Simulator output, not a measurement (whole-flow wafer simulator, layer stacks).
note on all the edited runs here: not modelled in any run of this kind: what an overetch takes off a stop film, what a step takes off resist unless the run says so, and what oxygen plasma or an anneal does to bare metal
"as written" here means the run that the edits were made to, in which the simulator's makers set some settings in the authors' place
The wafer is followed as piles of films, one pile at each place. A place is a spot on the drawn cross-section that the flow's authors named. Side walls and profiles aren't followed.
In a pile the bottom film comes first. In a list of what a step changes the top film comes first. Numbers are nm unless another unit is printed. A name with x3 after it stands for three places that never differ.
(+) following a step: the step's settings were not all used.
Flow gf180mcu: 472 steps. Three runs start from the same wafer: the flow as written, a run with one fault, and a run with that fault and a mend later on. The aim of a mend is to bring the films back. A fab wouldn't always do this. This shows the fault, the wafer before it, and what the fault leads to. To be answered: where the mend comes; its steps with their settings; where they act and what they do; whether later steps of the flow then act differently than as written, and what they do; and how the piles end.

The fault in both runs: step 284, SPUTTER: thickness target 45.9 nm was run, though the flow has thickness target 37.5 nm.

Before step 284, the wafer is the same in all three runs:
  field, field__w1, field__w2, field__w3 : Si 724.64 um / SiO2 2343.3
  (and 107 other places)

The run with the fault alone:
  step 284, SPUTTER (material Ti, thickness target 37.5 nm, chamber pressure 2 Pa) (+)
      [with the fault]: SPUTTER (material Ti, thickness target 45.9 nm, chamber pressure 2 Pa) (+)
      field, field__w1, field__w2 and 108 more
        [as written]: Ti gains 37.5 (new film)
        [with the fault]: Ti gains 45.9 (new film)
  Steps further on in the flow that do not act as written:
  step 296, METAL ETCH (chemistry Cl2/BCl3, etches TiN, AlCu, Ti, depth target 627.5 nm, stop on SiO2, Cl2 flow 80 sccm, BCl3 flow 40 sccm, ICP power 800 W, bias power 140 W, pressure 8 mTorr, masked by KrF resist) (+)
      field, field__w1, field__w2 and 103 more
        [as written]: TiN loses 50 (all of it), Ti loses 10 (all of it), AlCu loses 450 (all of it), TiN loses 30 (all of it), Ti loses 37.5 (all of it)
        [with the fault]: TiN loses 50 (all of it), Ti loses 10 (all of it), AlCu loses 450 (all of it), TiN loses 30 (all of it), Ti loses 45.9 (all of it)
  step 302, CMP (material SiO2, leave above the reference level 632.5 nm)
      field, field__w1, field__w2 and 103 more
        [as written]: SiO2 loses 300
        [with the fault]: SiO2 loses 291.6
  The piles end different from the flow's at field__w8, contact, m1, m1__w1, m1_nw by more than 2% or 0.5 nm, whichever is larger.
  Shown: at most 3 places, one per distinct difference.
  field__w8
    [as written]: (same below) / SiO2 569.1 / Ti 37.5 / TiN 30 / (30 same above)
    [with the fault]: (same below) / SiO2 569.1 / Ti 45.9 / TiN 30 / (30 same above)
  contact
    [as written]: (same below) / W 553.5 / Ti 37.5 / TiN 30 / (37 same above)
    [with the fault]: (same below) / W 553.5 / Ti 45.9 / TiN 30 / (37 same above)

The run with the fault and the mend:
  The mend follows step 284.
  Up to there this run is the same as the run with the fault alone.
  step 284a, METAL ETCH (chemistry Cl2/BCl3, etches TiN, AlCu, Ti, depth target 8.4 nm, Cl2 flow 80 sccm, BCl3 flow 40 sccm, ICP power 800 W, bias power 140 W, pressure 8 mTorr) (a further turn of the flow's step 260, with different settings)
      field, field__w1, field__w2 and 108 more
        Ti loses 8.4
  Later steps of the flow that are run all act as written at every place that is followed.
  At every place that both follow, the piles at the end match the flow's.
